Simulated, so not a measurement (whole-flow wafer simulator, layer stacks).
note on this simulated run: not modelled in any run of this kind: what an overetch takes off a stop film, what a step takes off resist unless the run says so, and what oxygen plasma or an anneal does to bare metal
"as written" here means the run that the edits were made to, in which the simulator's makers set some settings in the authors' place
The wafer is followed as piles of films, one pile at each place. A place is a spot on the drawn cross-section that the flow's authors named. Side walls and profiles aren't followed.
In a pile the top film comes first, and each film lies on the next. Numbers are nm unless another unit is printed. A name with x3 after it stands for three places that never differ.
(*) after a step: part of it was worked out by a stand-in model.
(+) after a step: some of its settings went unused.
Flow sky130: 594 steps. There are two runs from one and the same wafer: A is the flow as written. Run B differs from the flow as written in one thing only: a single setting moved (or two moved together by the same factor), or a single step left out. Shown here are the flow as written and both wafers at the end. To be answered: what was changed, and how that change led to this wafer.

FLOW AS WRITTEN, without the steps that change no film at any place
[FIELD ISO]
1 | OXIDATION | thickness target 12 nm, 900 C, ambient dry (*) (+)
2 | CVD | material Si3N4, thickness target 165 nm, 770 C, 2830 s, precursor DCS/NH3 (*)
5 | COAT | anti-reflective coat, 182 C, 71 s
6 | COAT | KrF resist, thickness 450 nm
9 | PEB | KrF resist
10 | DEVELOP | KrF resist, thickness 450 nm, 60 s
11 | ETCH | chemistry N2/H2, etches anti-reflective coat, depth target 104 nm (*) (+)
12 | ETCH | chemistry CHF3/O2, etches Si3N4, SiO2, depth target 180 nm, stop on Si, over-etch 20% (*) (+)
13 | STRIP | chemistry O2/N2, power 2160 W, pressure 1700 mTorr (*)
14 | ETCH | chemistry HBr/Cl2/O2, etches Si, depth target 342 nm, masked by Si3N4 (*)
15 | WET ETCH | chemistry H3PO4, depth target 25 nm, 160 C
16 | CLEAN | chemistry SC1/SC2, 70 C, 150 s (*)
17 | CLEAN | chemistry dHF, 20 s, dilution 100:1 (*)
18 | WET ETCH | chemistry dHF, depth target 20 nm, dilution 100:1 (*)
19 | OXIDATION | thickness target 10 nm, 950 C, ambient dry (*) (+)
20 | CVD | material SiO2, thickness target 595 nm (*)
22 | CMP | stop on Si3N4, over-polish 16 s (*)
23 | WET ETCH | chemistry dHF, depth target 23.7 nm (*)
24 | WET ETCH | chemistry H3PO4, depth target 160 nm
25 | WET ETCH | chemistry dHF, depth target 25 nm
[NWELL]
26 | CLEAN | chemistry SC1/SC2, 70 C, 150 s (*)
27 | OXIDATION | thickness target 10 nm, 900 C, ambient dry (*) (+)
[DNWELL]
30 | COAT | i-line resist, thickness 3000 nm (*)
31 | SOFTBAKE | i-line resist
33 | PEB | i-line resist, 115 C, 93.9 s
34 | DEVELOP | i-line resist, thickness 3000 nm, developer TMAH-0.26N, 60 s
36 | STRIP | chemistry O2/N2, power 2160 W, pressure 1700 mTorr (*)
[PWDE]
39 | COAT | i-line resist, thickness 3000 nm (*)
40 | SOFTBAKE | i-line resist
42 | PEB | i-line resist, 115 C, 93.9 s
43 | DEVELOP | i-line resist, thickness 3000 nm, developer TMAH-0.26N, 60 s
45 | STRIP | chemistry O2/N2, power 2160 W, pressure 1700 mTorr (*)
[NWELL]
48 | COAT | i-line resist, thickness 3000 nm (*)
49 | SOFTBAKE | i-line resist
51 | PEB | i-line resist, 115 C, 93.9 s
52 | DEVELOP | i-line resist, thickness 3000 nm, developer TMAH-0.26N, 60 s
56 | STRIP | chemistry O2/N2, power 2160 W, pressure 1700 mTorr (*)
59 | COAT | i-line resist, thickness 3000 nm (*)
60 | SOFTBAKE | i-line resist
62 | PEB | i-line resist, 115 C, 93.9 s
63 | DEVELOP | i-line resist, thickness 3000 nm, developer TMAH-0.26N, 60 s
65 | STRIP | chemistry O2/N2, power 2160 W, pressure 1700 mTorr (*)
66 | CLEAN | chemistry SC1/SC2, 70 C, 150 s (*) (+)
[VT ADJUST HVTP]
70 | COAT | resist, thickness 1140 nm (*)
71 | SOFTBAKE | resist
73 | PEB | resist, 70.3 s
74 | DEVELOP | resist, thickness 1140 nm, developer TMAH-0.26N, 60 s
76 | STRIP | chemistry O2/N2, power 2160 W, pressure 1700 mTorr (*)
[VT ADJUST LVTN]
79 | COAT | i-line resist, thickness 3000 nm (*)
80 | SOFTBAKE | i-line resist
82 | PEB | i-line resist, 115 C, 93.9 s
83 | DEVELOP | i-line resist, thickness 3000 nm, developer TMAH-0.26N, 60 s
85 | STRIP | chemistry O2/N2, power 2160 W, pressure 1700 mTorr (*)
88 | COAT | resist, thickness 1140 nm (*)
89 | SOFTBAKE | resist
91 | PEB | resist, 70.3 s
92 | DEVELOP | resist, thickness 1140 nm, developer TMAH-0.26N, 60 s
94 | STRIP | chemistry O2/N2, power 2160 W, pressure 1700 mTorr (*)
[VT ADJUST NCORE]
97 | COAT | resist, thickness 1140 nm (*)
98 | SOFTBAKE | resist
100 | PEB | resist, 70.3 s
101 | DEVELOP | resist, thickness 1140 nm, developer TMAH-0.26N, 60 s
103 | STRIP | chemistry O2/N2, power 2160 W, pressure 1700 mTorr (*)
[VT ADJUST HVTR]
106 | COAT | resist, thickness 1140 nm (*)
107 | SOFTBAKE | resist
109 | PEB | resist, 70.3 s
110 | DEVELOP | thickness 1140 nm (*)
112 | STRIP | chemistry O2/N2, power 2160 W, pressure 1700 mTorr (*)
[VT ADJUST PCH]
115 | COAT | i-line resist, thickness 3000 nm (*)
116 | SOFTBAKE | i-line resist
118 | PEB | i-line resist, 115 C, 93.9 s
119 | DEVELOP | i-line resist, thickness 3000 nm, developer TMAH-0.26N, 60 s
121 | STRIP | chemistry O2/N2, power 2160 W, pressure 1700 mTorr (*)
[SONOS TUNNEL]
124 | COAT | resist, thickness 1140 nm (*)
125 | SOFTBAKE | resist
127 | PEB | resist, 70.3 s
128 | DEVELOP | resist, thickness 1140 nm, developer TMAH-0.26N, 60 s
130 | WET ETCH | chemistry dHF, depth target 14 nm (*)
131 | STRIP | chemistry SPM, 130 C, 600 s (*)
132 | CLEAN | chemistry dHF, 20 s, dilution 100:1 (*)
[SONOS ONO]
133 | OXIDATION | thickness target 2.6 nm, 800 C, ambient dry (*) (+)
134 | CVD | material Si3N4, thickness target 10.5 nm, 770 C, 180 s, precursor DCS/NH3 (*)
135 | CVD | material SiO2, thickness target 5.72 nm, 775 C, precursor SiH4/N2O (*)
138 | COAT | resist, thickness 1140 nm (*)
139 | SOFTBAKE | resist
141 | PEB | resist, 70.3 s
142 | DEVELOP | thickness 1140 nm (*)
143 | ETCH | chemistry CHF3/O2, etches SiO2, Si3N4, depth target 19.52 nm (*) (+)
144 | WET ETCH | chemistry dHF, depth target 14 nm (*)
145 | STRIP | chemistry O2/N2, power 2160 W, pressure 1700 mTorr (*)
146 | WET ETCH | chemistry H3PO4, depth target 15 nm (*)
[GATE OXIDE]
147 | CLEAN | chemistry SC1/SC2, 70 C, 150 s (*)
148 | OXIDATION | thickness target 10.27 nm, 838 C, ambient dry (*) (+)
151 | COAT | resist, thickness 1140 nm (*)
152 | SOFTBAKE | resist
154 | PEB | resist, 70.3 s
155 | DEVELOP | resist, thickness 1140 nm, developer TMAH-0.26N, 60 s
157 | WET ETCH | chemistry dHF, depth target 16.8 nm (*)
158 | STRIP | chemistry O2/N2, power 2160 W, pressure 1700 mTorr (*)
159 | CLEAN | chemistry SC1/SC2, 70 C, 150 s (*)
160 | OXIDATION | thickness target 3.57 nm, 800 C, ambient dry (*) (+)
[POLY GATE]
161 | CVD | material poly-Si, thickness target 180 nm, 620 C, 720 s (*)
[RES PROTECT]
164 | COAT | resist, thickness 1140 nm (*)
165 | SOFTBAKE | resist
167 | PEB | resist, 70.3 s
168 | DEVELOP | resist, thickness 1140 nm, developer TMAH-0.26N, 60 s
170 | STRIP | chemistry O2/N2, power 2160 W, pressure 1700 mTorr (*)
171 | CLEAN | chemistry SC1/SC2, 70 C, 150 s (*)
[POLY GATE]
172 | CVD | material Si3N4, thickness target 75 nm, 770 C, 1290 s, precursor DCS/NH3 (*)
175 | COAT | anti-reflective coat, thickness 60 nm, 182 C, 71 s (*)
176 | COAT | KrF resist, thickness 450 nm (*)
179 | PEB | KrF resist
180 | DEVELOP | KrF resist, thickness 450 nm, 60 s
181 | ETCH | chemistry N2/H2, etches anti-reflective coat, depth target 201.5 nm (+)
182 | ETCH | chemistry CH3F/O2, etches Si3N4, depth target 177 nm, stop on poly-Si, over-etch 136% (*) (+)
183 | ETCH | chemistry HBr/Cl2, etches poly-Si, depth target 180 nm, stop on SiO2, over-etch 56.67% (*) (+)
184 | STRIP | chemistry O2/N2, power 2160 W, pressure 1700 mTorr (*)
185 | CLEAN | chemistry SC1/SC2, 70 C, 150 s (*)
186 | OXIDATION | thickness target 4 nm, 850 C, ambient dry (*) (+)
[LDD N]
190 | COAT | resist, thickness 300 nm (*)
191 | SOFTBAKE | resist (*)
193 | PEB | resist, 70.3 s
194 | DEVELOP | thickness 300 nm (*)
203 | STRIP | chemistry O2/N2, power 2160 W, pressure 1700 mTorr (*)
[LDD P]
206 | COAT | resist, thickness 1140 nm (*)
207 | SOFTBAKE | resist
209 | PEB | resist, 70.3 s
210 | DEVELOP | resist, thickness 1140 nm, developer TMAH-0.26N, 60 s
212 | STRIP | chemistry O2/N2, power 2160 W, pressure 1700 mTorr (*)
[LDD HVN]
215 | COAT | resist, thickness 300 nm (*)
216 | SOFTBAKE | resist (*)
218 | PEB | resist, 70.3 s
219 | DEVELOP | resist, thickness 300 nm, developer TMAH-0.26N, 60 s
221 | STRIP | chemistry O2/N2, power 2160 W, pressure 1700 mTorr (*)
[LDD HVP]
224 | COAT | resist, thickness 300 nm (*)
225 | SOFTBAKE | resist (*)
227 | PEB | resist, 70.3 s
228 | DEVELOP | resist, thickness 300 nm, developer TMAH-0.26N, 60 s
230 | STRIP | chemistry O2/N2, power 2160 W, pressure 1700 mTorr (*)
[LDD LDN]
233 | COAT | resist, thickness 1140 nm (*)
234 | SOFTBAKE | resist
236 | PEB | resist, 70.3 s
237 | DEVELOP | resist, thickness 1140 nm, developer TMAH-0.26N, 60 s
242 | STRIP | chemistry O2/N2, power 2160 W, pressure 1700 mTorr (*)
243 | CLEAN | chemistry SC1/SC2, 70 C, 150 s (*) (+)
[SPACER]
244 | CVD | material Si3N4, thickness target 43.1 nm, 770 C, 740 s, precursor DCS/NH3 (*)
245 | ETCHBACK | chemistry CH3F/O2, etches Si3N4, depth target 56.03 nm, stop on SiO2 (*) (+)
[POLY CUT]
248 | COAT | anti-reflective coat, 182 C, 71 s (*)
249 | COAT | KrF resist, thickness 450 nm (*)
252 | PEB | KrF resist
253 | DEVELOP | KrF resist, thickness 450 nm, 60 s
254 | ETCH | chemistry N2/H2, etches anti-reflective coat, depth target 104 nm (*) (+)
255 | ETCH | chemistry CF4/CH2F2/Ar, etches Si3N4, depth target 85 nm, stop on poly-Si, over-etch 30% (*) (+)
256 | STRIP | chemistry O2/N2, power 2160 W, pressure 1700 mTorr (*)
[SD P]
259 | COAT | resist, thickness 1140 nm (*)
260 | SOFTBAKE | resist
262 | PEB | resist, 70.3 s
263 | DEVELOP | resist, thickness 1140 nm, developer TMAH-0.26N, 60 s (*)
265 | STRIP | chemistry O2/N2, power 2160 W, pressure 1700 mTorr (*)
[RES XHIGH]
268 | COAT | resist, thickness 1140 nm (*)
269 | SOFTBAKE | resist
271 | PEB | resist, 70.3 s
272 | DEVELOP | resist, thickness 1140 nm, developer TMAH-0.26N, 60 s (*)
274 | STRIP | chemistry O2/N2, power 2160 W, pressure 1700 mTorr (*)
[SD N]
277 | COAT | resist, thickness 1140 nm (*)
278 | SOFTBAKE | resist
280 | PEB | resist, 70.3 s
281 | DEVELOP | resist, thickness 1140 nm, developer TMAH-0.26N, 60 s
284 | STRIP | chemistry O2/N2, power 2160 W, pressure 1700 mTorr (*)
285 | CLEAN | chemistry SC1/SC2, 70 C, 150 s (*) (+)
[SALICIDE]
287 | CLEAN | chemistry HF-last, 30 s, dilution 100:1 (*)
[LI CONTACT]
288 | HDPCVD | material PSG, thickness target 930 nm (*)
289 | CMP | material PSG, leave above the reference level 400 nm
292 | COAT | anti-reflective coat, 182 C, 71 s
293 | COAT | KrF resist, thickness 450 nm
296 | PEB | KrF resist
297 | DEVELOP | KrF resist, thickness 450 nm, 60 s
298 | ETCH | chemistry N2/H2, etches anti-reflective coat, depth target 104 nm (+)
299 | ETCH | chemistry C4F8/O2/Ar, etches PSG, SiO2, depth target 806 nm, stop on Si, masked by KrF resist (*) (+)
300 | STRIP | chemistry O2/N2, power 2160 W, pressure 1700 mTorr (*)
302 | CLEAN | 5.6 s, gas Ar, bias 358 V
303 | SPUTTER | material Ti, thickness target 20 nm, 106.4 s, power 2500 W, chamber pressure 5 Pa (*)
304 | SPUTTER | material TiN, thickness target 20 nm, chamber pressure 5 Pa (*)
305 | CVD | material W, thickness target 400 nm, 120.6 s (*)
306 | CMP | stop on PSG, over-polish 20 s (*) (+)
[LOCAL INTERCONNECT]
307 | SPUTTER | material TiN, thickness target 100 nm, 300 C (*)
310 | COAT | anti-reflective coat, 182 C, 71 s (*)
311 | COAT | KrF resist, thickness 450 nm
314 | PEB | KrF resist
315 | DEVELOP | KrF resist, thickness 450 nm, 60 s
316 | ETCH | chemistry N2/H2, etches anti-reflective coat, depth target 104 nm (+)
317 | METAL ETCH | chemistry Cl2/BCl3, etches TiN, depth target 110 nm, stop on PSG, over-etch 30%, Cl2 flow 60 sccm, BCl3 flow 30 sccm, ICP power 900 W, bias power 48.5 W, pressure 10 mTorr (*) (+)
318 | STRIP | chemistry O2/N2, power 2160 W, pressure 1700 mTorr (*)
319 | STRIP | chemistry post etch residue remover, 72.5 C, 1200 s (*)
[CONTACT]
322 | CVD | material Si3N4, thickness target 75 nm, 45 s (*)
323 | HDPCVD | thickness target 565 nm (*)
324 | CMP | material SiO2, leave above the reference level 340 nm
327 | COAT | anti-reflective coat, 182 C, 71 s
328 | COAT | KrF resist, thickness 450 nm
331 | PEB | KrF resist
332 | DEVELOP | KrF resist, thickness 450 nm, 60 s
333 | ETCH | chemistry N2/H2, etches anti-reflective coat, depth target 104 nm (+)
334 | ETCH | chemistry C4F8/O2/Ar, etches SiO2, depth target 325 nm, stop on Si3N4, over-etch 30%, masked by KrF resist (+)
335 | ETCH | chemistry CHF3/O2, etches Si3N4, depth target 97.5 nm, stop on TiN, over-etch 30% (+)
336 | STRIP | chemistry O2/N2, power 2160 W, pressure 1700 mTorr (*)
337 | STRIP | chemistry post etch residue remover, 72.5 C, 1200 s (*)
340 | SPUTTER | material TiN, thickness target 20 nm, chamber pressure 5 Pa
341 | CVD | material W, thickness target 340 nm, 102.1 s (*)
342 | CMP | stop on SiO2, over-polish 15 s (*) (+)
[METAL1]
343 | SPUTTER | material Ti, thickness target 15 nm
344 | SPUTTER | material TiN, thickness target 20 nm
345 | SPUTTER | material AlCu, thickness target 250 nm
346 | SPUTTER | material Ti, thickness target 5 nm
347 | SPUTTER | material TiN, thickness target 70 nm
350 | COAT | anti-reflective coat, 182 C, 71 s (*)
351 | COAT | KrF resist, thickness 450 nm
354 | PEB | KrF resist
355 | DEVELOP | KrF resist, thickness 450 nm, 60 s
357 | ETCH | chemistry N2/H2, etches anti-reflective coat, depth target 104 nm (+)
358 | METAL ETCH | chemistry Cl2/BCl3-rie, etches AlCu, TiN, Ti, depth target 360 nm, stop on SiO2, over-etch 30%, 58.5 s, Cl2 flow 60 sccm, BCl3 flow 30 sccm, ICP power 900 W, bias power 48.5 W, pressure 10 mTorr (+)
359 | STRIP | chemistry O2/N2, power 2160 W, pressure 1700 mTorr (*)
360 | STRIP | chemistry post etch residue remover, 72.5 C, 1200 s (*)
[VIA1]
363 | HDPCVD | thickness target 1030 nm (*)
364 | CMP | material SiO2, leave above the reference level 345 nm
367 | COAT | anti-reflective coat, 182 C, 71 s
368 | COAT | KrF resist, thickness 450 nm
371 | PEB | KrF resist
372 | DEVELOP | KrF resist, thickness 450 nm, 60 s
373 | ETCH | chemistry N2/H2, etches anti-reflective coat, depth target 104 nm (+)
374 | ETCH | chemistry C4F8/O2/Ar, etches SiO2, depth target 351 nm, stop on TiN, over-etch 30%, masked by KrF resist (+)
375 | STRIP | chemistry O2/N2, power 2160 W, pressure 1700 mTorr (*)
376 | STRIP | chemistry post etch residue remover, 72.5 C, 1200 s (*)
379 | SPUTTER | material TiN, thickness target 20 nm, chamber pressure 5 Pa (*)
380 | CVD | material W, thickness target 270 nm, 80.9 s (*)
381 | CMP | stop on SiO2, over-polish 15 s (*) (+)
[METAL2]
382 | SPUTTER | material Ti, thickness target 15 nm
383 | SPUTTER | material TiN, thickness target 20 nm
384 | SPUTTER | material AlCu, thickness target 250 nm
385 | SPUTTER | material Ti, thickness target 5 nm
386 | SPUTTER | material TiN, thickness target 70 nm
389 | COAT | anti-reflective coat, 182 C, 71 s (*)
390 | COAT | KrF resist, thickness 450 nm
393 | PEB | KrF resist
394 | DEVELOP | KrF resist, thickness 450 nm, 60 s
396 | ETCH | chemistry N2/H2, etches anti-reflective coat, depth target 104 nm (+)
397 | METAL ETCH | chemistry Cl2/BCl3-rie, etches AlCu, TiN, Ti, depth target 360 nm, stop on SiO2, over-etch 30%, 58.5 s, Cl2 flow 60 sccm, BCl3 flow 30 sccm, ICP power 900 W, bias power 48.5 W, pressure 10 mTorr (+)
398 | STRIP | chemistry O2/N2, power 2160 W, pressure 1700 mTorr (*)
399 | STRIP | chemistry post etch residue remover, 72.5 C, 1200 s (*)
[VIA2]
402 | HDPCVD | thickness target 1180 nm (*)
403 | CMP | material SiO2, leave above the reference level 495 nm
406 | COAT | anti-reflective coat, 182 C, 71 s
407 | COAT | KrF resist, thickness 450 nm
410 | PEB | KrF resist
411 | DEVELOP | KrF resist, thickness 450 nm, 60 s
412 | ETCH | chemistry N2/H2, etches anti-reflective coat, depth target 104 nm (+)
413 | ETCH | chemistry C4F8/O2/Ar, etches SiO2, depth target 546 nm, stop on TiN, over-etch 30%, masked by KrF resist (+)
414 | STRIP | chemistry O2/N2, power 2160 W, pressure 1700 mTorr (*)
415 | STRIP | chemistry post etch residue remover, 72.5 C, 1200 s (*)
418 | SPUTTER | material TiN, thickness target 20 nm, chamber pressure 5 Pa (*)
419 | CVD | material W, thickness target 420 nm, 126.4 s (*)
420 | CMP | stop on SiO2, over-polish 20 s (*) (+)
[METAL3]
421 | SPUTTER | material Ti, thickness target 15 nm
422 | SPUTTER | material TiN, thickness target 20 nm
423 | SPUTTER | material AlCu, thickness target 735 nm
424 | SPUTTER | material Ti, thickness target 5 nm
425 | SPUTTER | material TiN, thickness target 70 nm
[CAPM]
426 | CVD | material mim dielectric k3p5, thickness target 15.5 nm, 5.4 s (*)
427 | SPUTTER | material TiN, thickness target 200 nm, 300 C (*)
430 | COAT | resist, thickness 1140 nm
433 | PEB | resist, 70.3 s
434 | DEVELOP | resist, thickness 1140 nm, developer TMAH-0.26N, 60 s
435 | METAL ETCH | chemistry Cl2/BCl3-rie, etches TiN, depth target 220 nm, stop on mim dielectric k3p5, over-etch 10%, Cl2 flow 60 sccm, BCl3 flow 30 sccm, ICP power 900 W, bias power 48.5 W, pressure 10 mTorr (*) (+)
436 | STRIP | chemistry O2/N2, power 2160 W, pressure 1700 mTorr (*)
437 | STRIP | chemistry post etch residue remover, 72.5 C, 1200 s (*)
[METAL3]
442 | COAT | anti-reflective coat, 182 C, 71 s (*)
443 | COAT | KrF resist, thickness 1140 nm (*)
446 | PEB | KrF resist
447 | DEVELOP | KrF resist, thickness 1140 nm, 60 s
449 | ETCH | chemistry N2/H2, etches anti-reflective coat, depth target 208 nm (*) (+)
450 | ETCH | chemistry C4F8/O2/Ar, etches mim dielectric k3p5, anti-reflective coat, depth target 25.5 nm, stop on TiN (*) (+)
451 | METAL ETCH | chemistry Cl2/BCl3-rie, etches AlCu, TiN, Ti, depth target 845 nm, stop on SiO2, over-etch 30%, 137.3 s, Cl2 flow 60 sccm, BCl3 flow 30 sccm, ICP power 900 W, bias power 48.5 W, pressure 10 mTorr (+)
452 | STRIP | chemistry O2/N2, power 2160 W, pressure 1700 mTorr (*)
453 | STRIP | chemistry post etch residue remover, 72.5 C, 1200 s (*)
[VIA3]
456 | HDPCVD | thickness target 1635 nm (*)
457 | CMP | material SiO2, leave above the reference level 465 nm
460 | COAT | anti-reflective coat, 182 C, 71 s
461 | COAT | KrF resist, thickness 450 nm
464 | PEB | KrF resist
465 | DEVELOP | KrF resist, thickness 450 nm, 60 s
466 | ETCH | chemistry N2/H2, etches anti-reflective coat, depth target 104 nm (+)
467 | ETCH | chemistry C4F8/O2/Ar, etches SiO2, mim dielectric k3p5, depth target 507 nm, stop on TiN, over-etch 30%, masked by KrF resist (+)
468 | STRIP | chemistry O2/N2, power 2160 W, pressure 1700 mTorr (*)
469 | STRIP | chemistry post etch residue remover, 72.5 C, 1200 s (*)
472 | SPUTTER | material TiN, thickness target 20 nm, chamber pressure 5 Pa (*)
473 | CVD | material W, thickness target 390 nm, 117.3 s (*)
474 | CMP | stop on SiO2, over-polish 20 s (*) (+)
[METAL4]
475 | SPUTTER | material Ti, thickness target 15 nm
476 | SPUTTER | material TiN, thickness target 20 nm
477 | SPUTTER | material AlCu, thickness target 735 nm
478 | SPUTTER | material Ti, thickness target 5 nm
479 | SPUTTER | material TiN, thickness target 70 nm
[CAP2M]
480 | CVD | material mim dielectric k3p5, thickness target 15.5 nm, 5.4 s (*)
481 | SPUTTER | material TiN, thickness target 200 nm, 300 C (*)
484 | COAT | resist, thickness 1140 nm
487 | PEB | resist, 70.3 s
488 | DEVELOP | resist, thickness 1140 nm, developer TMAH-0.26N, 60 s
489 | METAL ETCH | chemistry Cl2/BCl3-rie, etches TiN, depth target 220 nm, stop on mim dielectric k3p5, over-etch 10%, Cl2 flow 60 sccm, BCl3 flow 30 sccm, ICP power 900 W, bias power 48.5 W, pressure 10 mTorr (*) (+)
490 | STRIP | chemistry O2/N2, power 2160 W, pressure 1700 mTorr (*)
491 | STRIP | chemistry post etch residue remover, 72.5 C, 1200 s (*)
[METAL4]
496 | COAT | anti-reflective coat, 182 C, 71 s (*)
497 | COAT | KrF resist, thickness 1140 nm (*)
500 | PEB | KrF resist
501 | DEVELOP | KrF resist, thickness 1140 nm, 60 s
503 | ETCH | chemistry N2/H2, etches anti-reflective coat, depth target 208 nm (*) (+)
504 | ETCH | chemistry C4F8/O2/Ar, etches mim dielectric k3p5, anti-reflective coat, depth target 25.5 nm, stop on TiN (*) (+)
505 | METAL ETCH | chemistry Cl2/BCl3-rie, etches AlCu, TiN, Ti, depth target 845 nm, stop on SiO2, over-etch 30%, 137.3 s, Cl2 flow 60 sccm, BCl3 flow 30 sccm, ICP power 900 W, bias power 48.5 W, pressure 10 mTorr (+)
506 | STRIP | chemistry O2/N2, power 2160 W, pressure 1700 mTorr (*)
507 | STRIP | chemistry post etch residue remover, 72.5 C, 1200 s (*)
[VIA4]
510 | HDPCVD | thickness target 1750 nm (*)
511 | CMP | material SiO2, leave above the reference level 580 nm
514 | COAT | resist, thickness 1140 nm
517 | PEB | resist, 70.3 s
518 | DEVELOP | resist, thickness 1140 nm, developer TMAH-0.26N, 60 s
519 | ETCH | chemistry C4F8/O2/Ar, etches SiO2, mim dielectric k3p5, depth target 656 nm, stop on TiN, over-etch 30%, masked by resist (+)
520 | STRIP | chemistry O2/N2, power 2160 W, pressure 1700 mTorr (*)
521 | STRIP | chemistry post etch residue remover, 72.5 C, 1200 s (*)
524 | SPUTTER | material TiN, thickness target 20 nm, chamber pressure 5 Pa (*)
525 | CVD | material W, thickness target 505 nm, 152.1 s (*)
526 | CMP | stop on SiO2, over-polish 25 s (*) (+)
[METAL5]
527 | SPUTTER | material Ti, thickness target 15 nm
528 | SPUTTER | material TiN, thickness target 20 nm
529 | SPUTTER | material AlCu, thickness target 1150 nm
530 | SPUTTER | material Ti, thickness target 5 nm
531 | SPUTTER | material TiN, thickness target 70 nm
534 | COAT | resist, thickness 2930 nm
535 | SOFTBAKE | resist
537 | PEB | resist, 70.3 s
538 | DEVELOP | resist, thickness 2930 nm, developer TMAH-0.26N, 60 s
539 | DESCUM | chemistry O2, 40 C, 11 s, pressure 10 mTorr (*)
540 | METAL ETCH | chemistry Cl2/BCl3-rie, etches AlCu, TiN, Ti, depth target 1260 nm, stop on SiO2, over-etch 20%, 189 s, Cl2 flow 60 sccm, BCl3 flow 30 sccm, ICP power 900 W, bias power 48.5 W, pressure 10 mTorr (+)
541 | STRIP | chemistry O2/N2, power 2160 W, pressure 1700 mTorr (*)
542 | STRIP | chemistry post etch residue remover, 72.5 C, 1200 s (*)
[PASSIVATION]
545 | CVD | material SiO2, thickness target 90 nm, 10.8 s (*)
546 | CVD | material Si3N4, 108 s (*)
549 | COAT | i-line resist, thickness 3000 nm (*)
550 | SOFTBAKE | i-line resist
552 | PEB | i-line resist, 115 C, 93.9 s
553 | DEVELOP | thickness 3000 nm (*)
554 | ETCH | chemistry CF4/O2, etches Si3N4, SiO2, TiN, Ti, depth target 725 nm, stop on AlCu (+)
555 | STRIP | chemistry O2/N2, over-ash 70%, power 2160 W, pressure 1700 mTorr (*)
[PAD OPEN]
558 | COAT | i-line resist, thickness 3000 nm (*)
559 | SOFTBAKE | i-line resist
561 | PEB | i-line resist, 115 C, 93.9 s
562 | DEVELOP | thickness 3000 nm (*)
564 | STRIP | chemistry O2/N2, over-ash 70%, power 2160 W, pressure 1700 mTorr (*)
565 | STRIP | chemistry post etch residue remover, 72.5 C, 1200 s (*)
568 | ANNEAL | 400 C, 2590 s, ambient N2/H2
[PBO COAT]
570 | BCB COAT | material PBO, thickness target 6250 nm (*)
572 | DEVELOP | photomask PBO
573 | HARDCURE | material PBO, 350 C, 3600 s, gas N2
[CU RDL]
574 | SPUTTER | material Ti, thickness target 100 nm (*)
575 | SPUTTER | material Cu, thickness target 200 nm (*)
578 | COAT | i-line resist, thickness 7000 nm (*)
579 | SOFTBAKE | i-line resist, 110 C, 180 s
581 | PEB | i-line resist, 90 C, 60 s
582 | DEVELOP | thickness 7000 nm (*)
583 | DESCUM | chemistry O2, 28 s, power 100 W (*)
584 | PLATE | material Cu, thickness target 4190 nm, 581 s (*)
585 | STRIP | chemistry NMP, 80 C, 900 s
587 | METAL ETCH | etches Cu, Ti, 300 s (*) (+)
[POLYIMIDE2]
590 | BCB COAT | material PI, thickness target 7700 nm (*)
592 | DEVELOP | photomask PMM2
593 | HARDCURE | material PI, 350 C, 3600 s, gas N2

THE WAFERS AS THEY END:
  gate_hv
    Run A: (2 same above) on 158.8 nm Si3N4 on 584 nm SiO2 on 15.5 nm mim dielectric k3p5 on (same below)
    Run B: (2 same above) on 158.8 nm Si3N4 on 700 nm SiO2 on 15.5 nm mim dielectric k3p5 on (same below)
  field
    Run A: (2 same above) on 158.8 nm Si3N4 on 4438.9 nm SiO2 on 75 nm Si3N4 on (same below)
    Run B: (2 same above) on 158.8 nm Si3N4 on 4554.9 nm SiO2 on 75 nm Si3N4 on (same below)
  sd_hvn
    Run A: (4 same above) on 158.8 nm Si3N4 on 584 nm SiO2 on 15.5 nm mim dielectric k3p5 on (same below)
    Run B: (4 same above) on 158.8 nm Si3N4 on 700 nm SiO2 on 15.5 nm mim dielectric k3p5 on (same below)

What caused this: step 511, CMP: leave above the reference level 696 nm was run, whereas the flow has leave above the reference level 580 nm.

The path from the change to this, step by step:
  511 | CMP | material SiO2, leave above the reference level 580 nm
      n_well, p_well, gate_hv and 99 more: A -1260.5 SiO2 | B -1144.5 SiO2
      field, active, gate and 77 more: A -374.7 SiO2 | B -258.7 SiO2
      (and at 11 other places as well)
  519 | ETCH | chemistry C4F8/O2/Ar, etches SiO2, mim dielectric k3p5, depth target 656 nm, stop on TiN, over-etch 30%, masked by resist (+)
      m1: A -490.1 SiO2 (all of it), -15.5 mim dielectric k3p5 (all of it) | B -606.1 SiO2 (all of it), -15.5 mim dielectric k3p5 (all of it)
      via4_hole: A -489.5 SiO2 (all of it), -15.5 mim dielectric k3p5 (all of it) | B -605.5 SiO2 (all of it), -15.5 mim dielectric k3p5 (all of it)
  524 | SPUTTER | material TiN, thickness target 20 nm, chamber pressure 5 Pa (*)
      m1, via4_hole: A +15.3 TiN | B +14.5 TiN
  525 | CVD | material W, thickness target 505 nm, 152.1 s (*)
      m1: A +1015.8 W (new film) | B +1132.5 W (new film)
      via4_hole: A +1015.2 W (new film) | B +1131.9 W (new film)
